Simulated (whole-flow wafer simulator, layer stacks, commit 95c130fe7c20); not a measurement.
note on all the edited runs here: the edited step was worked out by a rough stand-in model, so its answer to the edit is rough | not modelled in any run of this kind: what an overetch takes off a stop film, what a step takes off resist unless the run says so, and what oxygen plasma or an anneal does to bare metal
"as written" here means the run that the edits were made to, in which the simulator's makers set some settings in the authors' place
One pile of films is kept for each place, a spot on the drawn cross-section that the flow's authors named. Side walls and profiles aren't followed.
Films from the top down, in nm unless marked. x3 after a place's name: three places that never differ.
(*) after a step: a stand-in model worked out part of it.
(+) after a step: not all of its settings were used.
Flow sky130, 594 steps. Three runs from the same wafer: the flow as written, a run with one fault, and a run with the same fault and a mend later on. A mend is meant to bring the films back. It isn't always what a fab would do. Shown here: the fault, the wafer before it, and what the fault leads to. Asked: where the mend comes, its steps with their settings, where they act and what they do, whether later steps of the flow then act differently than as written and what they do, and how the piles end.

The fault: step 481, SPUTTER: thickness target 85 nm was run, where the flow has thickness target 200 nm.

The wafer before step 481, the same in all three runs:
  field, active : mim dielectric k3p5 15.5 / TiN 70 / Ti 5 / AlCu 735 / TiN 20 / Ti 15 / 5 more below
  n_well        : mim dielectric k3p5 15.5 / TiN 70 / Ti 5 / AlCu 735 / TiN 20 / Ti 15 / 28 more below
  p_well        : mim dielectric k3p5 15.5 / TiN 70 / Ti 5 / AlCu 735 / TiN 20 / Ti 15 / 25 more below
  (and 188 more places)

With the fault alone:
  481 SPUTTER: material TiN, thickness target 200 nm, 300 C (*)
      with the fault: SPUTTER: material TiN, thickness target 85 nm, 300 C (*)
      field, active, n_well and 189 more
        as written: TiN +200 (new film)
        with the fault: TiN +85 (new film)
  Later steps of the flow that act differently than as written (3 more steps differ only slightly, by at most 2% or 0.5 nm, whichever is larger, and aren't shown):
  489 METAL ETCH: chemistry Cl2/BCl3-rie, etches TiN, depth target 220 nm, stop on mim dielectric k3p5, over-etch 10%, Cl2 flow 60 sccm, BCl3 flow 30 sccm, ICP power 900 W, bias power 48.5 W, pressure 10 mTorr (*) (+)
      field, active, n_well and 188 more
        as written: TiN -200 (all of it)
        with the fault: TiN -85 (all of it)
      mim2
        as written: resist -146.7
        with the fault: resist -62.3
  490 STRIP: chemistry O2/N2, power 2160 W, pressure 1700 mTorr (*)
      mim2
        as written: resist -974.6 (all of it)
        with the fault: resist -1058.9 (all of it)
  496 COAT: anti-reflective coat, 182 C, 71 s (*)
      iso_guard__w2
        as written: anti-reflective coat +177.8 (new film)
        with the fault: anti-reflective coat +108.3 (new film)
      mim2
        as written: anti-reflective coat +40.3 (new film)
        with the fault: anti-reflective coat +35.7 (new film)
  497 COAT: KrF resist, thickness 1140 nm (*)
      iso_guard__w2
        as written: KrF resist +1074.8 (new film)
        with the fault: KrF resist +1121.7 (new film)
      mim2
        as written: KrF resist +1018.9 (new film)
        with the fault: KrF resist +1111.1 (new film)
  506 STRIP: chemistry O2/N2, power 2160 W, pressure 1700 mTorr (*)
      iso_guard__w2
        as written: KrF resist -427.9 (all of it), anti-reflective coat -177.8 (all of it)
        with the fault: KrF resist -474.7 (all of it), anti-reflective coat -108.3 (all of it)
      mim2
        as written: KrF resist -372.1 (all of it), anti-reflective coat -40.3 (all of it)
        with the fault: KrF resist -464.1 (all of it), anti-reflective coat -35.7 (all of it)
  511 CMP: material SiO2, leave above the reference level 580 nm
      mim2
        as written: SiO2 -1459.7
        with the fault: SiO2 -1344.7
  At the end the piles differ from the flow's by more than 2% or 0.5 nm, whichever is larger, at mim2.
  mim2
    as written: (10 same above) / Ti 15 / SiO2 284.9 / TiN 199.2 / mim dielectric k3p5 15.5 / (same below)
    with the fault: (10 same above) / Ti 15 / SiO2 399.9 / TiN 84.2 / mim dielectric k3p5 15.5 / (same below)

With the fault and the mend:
  The mend comes after step 481.
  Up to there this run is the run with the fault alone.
  481a SPUTTER: material TiN, thickness target 115 nm, 300 C (*) (the flow's step 481 once more, with other settings)
      field, active, n_well and 189 more
        TiN +115
  No later step of the flow acts differently than as written at any place that is followed.
  At the end the piles are the same as the flow's at every place that both follow.
